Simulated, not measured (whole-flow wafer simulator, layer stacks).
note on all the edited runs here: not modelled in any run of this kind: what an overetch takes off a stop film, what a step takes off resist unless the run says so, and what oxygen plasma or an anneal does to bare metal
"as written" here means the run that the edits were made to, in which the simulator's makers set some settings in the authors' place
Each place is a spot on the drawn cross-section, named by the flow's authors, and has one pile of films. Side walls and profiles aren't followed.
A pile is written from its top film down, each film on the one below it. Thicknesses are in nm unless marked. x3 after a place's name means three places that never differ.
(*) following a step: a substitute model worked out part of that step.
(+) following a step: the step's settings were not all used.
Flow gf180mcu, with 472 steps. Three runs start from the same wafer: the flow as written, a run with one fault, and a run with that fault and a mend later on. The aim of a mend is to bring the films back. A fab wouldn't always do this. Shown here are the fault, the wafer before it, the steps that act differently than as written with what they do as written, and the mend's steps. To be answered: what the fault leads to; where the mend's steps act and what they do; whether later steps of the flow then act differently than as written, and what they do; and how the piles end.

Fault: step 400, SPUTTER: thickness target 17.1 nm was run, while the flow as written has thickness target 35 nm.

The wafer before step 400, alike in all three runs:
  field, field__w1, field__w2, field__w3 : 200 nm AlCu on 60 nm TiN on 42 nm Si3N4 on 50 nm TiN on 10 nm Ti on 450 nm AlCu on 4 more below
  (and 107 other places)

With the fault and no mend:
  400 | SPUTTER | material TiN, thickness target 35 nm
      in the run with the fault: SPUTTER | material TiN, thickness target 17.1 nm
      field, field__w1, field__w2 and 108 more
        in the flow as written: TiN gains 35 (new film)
        in the run with the fault: TiN gains 17.1 (new film)
  Steps further on in the flow that do not act as written (not shown: 7 more steps that differ only slightly, by at most 2% or 0.5 nm, whichever is larger):
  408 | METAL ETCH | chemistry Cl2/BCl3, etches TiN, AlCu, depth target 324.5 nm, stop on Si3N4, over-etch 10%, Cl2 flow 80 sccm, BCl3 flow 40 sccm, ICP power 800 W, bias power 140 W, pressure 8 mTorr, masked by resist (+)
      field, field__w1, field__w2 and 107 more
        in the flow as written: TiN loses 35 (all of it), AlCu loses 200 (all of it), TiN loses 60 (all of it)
        in the run with the fault: TiN loses 17.1 (all of it), AlCu loses 200 (all of it), TiN loses 60 (all of it)
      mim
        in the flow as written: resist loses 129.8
        in the run with the fault: resist loses 121.9
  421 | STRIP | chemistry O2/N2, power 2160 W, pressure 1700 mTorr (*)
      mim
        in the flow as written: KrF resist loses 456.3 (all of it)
        in the run with the fault: KrF resist loses 469.7 (all of it)
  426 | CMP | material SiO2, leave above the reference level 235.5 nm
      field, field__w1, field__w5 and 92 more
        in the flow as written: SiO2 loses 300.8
        in the run with the fault: SiO2 loses 318.7
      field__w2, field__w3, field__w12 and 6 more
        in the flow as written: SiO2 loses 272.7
        in the run with the fault: SiO2 loses 290.6
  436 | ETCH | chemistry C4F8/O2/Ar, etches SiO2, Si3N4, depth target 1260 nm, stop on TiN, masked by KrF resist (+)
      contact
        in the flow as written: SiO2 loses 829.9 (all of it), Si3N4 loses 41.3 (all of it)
        in the run with the fault: SiO2 loses 812 (all of it), Si3N4 loses 41.3 (all of it)
  By the end, the piles at field__w8, contact, m1, m1__w1, mim, m1_nw depart from the flow's by more than 2% or 0.5 nm, whichever is larger.
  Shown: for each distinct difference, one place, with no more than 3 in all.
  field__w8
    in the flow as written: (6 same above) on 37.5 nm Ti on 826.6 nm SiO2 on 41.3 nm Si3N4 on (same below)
    in the run with the fault: (6 same above) on 37.5 nm Ti on 808.7 nm SiO2 on 41.3 nm Si3N4 on (same below)
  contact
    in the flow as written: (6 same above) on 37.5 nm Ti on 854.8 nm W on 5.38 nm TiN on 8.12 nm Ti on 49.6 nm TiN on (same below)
    in the run with the fault: (6 same above) on 37.5 nm Ti on 836.8 nm W on 5.44 nm TiN on 8.2 nm Ti on 49.6 nm TiN on (same below)
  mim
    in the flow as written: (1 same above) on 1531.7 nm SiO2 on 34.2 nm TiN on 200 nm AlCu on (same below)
    in the run with the fault: (1 same above) on 1531.7 nm SiO2 on 16.3 nm TiN on 200 nm AlCu on (same below)

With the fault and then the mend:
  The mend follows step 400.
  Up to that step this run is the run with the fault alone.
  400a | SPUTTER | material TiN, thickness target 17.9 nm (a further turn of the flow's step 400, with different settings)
      field, field__w1, field__w2 and 108 more
        TiN gains 17.9
  Every later step of the flow that is run acts as written at every place that is followed.
  By the end, the piles equal the flow's at every place that both follow.
